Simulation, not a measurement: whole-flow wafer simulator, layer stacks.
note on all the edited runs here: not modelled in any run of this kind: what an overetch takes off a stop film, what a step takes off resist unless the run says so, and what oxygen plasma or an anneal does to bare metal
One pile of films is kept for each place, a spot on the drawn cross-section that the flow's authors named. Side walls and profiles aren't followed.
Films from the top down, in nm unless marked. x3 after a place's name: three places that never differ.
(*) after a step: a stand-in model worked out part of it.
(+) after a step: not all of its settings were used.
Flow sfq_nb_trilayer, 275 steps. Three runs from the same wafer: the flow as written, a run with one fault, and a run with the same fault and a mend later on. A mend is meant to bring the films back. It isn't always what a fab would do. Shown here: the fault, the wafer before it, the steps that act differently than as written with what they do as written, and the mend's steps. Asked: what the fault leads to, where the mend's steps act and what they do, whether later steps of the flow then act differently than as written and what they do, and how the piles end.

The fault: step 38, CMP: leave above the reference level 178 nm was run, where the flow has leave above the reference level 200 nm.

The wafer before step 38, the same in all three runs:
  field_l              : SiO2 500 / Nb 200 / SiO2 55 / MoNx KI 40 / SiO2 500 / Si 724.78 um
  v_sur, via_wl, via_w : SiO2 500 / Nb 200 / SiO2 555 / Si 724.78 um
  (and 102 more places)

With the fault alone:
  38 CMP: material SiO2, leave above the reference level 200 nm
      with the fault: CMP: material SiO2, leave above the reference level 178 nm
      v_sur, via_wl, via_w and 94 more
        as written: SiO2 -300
        with the fault: SiO2 -322
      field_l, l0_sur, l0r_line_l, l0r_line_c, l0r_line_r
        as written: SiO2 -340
        with the fault: SiO2 -362
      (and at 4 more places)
  Later steps of the flow that act differently than as written (3 more steps differ only slightly, by at most 2% or 0.5 nm, whichever is larger, and aren't shown):
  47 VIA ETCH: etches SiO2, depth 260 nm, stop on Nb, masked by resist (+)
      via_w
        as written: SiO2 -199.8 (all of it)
        with the fault: SiO2 -177.8 (all of it)
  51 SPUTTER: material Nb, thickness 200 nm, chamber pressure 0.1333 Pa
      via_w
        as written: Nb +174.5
        with the fault: Nb +179.1
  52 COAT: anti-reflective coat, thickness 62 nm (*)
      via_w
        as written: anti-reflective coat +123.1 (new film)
        with the fault: anti-reflective coat +116.8 (new film)
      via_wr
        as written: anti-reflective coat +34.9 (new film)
        with the fault: anti-reflective coat +33.6 (new film)
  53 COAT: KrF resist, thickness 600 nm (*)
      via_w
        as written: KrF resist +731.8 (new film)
        with the fault: KrF resist +714.6 (new film)
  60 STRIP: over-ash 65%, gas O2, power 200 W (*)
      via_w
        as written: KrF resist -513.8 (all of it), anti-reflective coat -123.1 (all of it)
        with the fault: KrF resist -496.7 (all of it), anti-reflective coat -116.8 (all of it)
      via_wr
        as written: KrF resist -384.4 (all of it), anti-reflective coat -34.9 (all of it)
        with the fault: KrF resist -388 (all of it), anti-reflective coat -33.6 (all of it)
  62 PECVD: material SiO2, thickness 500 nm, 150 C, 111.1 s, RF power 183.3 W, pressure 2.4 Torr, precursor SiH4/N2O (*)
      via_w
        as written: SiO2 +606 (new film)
        with the fault: SiO2 +554.9 (new film)
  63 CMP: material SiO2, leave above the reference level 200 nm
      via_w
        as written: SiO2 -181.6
        with the fault: SiO2 -157.1
  At the end the piles differ from the flow's by more than 2% or 0.5 nm, whichever is larger, at v_sur, via_wl, via_w and 30 more.
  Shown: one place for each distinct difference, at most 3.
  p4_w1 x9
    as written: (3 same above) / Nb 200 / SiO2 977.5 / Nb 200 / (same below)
    with the fault: (3 same above) / Nb 200 / SiO2 955.5 / Nb 200 / (same below)
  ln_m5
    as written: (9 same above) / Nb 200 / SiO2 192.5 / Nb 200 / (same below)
    with the fault: (9 same above) / Nb 200 / SiO2 170.5 / Nb 200 / (same below)
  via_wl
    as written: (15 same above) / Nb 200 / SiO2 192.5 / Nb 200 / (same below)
    with the fault: (15 same above) / Nb 200 / SiO2 170.5 / Nb 200 / (same below)

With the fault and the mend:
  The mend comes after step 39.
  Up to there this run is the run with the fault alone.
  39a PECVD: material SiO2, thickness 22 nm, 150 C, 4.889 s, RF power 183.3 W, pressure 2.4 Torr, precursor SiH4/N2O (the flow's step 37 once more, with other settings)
      field_l, v_sur, via_wl and 103 more
        SiO2 +22
  No later step of the flow acts differently than as written, at any place that is followed, by more than 2% or 0.5 nm, whichever is larger.
  At the end the piles differ from the flow's only slightly at the places that both follow, by at most 2% or 0.5 nm, whichever is larger.
